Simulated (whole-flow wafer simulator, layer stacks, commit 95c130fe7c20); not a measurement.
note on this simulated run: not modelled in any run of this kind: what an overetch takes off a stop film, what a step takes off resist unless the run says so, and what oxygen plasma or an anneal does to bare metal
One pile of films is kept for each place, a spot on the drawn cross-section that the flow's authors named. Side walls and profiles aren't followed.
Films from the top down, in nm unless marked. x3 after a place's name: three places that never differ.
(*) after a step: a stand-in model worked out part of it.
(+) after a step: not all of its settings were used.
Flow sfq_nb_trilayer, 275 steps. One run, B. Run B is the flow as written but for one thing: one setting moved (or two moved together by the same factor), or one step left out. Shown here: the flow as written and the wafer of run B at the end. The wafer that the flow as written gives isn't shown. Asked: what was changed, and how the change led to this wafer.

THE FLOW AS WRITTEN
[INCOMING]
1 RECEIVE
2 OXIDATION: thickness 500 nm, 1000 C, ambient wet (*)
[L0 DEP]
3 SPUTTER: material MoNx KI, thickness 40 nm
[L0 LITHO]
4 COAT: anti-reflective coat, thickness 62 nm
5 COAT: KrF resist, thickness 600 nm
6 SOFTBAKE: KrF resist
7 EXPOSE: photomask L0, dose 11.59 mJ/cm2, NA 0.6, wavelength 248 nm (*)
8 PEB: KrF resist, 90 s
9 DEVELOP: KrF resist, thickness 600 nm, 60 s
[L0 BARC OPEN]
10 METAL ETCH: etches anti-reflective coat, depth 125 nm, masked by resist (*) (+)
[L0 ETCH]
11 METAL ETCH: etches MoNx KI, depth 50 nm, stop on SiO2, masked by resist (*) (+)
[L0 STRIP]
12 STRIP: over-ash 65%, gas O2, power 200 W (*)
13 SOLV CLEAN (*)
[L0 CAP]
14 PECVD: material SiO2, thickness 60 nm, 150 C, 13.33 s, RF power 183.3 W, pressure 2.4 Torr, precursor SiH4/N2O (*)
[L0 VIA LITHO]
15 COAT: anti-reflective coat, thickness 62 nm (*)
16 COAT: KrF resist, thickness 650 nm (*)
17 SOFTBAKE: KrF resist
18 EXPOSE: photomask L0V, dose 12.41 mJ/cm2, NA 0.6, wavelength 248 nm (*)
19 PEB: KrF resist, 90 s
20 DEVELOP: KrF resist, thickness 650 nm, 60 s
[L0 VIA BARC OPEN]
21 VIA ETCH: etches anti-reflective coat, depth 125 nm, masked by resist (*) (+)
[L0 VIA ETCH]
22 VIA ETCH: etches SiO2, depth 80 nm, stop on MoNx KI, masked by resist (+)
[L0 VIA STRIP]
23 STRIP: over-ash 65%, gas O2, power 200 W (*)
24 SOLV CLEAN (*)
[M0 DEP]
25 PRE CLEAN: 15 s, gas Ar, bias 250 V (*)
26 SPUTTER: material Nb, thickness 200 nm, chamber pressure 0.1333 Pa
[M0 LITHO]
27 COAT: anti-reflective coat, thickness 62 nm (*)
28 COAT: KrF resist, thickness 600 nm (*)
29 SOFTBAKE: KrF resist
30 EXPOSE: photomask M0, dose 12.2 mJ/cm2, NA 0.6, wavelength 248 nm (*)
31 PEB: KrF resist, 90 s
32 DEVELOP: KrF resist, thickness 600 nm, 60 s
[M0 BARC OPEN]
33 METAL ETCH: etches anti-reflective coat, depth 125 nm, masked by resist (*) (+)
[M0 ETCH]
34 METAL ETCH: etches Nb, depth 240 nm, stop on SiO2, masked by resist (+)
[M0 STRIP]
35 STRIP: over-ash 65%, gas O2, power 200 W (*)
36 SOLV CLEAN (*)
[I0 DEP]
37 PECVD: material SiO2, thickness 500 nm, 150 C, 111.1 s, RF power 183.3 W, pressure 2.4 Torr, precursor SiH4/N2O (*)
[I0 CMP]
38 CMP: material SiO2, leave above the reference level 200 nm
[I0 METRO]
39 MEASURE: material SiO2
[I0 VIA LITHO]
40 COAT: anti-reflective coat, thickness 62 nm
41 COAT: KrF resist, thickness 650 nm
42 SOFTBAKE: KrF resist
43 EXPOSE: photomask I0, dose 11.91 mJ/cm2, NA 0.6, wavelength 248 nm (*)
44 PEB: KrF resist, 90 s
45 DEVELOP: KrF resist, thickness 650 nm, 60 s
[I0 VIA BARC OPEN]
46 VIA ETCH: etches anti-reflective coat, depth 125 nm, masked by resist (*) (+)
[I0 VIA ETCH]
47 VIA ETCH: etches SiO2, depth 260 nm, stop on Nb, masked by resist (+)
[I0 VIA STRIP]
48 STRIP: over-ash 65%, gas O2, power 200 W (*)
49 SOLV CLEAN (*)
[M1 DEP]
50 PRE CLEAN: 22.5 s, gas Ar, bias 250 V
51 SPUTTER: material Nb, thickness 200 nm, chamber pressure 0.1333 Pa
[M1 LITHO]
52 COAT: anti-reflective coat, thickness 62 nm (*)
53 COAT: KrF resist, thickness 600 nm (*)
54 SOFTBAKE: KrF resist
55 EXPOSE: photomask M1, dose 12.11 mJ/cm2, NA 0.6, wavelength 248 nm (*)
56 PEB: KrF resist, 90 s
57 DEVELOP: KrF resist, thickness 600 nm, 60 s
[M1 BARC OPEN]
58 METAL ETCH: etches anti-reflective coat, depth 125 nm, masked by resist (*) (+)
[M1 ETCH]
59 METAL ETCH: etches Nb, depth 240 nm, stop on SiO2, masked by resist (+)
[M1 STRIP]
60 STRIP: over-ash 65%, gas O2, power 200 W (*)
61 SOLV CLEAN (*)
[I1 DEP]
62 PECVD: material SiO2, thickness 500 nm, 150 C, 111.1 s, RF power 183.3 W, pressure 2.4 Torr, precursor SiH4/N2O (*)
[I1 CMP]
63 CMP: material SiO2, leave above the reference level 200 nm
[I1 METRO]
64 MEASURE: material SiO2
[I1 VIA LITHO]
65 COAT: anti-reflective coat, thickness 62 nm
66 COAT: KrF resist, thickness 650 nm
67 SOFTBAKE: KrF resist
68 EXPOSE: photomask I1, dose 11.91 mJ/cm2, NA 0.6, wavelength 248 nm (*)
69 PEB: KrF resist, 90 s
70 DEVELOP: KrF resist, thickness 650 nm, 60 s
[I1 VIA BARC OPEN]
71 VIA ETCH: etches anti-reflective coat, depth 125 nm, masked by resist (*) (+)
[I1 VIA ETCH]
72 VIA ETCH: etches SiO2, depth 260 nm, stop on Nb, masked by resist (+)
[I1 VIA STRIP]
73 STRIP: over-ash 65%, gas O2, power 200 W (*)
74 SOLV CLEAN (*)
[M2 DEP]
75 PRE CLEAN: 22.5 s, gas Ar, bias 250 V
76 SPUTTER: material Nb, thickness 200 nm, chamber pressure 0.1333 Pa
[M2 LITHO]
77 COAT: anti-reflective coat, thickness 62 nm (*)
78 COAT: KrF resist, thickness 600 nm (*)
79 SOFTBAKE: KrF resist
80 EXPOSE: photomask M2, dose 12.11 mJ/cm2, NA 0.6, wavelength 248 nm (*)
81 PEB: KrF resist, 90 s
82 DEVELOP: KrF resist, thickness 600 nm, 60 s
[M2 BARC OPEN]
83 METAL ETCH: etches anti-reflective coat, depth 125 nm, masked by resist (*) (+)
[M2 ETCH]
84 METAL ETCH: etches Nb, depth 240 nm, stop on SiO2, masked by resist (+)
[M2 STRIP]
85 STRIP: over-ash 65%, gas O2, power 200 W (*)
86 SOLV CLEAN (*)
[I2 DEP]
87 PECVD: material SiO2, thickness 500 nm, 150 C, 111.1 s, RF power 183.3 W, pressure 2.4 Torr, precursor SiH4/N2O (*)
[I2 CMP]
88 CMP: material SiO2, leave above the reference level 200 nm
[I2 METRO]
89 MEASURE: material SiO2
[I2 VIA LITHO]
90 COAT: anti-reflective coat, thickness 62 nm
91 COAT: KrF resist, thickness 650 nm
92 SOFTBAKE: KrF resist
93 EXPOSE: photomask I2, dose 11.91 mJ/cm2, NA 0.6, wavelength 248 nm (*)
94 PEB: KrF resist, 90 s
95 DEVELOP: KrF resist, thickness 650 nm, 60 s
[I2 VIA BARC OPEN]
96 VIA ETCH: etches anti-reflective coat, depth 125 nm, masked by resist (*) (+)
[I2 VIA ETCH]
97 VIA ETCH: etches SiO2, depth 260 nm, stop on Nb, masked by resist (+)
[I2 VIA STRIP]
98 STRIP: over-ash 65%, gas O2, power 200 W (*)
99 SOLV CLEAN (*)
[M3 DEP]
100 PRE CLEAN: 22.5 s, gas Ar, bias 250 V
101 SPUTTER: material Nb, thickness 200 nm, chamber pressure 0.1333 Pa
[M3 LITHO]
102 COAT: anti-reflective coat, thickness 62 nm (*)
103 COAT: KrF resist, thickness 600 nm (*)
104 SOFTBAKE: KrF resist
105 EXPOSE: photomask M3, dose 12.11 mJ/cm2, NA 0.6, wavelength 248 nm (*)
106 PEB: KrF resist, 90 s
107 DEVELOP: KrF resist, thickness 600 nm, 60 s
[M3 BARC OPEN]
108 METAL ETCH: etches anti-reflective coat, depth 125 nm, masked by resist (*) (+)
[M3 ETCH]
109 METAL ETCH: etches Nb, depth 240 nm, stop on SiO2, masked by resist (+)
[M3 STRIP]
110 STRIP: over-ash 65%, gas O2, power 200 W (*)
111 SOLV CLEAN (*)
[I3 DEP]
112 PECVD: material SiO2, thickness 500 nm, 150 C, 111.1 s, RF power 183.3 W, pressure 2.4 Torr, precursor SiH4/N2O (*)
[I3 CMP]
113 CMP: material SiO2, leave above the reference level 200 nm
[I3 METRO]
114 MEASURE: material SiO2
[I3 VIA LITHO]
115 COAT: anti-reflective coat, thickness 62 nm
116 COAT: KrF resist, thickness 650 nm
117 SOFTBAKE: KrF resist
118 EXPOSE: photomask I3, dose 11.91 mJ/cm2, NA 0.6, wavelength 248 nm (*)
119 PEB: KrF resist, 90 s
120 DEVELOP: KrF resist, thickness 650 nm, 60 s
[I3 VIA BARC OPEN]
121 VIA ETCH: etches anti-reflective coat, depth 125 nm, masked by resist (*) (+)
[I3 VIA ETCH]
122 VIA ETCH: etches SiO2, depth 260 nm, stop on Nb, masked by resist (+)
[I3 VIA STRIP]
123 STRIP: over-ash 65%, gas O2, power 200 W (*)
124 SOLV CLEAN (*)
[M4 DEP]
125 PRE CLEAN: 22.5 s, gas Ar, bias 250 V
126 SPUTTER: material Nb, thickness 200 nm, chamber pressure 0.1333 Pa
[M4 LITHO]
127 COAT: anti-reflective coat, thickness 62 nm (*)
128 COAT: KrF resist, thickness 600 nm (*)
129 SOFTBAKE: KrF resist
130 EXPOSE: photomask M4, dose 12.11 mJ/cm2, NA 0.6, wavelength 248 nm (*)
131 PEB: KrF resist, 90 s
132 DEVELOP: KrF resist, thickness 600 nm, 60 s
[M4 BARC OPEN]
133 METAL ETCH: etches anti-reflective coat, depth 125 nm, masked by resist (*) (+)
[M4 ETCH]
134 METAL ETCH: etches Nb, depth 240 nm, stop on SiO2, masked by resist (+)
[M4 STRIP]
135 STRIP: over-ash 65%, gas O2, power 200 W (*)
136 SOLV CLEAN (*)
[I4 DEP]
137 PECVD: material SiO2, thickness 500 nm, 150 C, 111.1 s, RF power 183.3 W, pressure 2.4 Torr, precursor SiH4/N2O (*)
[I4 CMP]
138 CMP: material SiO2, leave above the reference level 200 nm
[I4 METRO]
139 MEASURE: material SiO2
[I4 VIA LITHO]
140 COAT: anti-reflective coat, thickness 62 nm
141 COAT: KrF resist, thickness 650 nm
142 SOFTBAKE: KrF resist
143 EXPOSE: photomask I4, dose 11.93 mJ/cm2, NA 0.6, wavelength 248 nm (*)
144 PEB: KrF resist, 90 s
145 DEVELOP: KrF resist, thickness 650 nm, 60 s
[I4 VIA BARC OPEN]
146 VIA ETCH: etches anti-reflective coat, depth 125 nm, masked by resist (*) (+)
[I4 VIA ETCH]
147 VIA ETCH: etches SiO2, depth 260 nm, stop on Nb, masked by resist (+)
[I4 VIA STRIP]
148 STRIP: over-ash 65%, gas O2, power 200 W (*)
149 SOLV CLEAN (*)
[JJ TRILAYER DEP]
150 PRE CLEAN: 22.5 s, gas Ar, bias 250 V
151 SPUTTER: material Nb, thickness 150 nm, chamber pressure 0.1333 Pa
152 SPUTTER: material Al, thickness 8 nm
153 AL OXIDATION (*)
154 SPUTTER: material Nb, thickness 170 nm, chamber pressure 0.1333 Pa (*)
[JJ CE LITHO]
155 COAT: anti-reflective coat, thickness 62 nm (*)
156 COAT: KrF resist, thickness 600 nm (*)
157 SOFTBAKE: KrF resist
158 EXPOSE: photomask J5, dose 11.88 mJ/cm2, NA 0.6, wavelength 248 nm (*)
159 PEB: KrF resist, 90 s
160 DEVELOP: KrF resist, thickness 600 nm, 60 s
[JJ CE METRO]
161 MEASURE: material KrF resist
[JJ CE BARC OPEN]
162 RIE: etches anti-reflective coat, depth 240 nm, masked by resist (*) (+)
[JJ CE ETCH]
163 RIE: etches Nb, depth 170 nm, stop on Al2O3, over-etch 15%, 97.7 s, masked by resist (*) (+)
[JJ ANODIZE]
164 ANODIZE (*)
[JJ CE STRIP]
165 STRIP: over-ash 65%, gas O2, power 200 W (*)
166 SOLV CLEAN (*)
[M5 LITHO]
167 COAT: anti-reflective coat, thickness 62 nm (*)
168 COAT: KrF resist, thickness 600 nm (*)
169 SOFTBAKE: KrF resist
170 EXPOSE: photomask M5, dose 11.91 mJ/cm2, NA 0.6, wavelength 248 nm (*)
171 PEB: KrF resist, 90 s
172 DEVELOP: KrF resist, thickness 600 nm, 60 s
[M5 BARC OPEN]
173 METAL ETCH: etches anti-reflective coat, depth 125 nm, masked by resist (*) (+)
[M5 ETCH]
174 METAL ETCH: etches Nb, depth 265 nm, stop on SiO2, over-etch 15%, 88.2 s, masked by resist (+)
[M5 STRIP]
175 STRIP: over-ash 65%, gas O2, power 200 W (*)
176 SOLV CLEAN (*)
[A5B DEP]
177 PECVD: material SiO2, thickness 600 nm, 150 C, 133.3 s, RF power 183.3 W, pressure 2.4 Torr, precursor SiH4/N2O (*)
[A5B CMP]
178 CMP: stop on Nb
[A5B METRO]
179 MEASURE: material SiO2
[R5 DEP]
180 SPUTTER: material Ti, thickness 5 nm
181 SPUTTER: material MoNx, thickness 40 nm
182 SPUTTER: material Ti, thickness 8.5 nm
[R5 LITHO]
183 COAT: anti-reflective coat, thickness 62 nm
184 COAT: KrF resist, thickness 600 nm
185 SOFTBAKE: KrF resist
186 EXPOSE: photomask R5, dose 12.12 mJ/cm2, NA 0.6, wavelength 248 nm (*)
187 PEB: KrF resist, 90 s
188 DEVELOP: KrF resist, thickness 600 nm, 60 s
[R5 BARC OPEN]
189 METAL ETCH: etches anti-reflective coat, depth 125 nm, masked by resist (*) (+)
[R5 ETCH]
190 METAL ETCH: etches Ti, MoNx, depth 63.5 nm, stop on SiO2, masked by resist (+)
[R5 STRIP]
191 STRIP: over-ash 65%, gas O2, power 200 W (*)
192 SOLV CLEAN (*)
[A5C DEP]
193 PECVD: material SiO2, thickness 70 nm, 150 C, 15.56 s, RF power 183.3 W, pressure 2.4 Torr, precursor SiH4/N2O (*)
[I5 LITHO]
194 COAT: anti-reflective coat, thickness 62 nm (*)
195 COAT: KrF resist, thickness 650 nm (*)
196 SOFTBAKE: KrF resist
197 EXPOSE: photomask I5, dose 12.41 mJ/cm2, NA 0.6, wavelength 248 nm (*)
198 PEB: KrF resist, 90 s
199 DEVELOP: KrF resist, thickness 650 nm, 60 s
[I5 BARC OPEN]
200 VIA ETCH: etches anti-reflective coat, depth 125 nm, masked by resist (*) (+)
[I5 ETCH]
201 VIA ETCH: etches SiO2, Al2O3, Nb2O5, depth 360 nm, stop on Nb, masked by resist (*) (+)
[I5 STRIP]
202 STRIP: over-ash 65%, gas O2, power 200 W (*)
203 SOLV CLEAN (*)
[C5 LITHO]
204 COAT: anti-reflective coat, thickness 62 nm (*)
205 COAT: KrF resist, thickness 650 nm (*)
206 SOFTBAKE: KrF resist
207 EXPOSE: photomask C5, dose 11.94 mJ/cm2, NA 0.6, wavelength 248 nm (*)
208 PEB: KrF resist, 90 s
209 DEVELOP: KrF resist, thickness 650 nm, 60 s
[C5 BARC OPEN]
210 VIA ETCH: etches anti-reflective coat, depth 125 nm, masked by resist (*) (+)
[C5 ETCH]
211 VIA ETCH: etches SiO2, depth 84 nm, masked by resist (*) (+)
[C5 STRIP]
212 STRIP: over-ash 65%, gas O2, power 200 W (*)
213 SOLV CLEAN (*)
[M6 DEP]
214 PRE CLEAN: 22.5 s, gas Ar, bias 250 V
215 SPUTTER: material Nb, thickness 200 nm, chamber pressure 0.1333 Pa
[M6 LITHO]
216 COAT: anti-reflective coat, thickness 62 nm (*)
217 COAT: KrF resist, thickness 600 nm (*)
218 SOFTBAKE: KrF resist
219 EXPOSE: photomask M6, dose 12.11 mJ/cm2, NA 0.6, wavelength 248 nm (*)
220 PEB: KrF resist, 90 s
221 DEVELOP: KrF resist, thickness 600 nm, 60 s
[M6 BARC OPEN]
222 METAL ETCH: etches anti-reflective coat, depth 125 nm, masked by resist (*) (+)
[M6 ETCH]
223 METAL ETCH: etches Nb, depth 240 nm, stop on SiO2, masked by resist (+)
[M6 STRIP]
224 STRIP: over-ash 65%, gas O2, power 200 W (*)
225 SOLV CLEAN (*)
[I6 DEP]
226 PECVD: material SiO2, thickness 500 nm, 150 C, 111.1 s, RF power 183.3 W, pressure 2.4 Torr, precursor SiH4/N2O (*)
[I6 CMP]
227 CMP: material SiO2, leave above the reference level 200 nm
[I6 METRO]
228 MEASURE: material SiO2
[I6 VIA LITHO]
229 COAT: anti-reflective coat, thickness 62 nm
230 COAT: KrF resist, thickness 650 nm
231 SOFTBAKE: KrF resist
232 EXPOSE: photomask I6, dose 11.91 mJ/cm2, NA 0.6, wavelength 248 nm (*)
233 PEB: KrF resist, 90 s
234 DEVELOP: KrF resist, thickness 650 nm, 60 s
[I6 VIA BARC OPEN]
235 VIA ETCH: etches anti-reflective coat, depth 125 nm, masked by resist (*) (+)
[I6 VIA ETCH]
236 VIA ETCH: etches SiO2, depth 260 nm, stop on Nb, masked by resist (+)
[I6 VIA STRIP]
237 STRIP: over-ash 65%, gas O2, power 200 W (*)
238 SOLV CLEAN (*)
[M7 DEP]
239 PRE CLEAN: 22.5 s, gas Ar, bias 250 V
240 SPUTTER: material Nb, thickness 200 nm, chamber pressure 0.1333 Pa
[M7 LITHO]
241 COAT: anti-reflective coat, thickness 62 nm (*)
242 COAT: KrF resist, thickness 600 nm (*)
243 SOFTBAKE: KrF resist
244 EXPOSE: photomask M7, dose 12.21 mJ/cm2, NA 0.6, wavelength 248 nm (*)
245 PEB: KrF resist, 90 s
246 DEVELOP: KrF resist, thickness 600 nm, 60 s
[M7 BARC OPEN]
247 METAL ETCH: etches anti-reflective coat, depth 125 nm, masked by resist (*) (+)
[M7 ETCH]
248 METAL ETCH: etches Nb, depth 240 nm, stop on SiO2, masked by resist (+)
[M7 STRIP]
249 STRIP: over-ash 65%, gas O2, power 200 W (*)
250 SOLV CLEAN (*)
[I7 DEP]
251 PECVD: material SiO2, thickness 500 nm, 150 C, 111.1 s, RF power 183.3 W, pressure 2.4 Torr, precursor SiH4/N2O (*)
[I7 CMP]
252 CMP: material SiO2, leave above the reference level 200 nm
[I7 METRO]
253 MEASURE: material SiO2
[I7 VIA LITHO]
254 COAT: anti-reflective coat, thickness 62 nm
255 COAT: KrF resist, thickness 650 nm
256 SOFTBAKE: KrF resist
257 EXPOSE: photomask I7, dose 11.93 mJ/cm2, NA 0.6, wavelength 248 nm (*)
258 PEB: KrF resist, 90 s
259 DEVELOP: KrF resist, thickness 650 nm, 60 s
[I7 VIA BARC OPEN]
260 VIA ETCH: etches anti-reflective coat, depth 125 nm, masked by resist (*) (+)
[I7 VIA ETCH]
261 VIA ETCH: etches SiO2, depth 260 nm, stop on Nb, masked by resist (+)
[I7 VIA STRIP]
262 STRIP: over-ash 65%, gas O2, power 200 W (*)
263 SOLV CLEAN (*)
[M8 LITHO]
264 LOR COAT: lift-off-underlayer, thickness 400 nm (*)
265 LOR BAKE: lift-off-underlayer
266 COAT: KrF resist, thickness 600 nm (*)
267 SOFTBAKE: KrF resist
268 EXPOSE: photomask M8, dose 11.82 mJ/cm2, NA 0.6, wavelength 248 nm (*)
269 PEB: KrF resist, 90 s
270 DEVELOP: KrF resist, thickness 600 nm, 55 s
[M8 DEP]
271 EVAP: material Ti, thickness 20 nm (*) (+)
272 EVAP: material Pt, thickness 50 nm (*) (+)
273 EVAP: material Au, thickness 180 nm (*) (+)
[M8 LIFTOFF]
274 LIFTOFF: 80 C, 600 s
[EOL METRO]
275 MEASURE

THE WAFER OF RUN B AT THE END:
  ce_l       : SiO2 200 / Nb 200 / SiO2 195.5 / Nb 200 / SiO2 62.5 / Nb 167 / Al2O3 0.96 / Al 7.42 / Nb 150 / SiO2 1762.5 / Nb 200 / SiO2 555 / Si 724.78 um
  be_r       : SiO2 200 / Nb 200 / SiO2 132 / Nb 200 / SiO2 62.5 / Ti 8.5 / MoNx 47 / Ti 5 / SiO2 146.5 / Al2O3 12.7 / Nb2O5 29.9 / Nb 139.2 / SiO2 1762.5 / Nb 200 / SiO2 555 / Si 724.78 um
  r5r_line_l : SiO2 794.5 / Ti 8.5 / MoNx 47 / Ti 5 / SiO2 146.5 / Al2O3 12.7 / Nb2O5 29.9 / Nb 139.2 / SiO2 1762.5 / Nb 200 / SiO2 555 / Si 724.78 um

The cause: step 181, SPUTTER: thickness 47 nm was run, where the flow has thickness 40 nm.
It can be read off the wafer: be_r has MoNx 47, and step 181 as written asks for 40 nm.

How the change led to this, step by step:
  181 SPUTTER: material MoNx, thickness 40 nm
      field_l, v_sur, via_wl and 103 more: MoNx +47 (new film) (as written it would be: MoNx +40 (new film))
  190 METAL ETCH: etches Ti, MoNx, depth 63.5 nm, stop on SiO2, masked by resist (+)
      field_l, v_sur, via_wl and 92 more: Ti -8.5 (all of it), MoNx -47 (all of it), Ti -5 (all of it) (as written it would be: Ti -8.5 (all of it), MoNx -40 (all of it), Ti -5 (all of it))
      ce_l, c5j, ce_r, wl_jj: Ti -8.5 (all of it), MoNx -47 (all of it), Ti -5 (all of it), Nb -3 (as written it would be: Ti -8.5 (all of it), MoNx -40 (all of it), Ti -5 (all of it), Nb -10)
  194 COAT: anti-reflective coat, thickness 62 nm (*)
      r5r_spacepad_l, r5r_spacepad_r: anti-reflective coat +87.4 (new film) (as written it would be: anti-reflective coat +84.4 (new film))
      r5r_line_c, r5r_line_r: anti-reflective coat +48.3 (new film) (as written it would be: anti-reflective coat +49.4 (new film))
      (and at 7 more places)
  202 STRIP: over-ash 65%, gas O2, power 200 W (*)
      jj_sur: KrF resist -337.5 (all of it), anti-reflective coat -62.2 (all of it) (as written it would be: KrF resist -337.2 (all of it), anti-reflective coat -60.8 (all of it))
      ce_l: KrF resist -339.6 (all of it), anti-reflective coat -64.1 (all of it) (as written it would be: KrF resist -341.5 (all of it), anti-reflective coat -67.2 (all of it))
      (and at 9 more places)
  204 COAT: anti-reflective coat, thickness 62 nm (*)
      r5r_spacepad_l, r5r_spacepad_r: anti-reflective coat +87.4 (new film) (as written it would be: anti-reflective coat +84.4 (new film))
      r5r_line_c, r5r_line_r: anti-reflective coat +48.3 (new film) (as written it would be: anti-reflective coat +49.4 (new film))
      (and at 8 more places)
  210 VIA ETCH: etches anti-reflective coat, depth 125 nm, masked by resist (*) (+)
      c5j: anti-reflective coat -62.1 (all of it), SiO2 -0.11 (as written it would be: anti-reflective coat -63.9 (all of it), SiO2 -0.11)
  212 STRIP: over-ash 65%, gas O2, power 200 W (*)
      r5r_spacepad_l, r5r_spacepad_r: KrF resist -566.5 (all of it), anti-reflective coat -87.4 (all of it) (as written it would be: KrF resist -565.8 (all of it), anti-reflective coat -84.4 (all of it))
      jj_sur: KrF resist -562.9 (all of it), anti-reflective coat -60.8 (all of it) (as written it would be: KrF resist -562 (all of it), anti-reflective coat -59.5 (all of it))
      (and at 8 more places)
  216 COAT: anti-reflective coat, thickness 62 nm (*)
      r5r_spacepad_l, r5r_spacepad_r: anti-reflective coat +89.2 (new film) (as written it would be: anti-reflective coat +85.7 (new film))
      jj_sur: anti-reflective coat +58 (new film) (as written it would be: anti-reflective coat +56.1 (new film))
      (and at 4 more places)
  222 METAL ETCH: etches anti-reflective coat, depth 125 nm, masked by resist (*) (+)
      r5r_spacepad_l, r5r_spacepad_r: anti-reflective coat -89.2 (all of it) (as written it would be: anti-reflective coat -85.7 (all of it))
  224 STRIP: over-ash 65%, gas O2, power 200 W (*)
      jj_sur: KrF resist -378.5 (all of it), anti-reflective coat -58 (all of it) (as written it would be: KrF resist -378.5 (all of it), anti-reflective coat -56.1 (all of it))
      ce_l: KrF resist -394.4 (all of it), anti-reflective coat -46 (all of it) (as written it would be: KrF resist -397.1 (all of it), anti-reflective coat -48 (all of it))
      (and at 3 more places)
  227 CMP: material SiO2, leave above the reference level 200 nm
      r5r_line_l, r5r_spacepad_l, r5r_spacepad_r, r5r_line_c, r5r_line_r: SiO2 -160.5 (as written it would be: SiO2 -153.5)
      ce_l, ce_r, wl_jj: SiO2 -297 (as written it would be: SiO2 -290)
      (and at 2 more places)
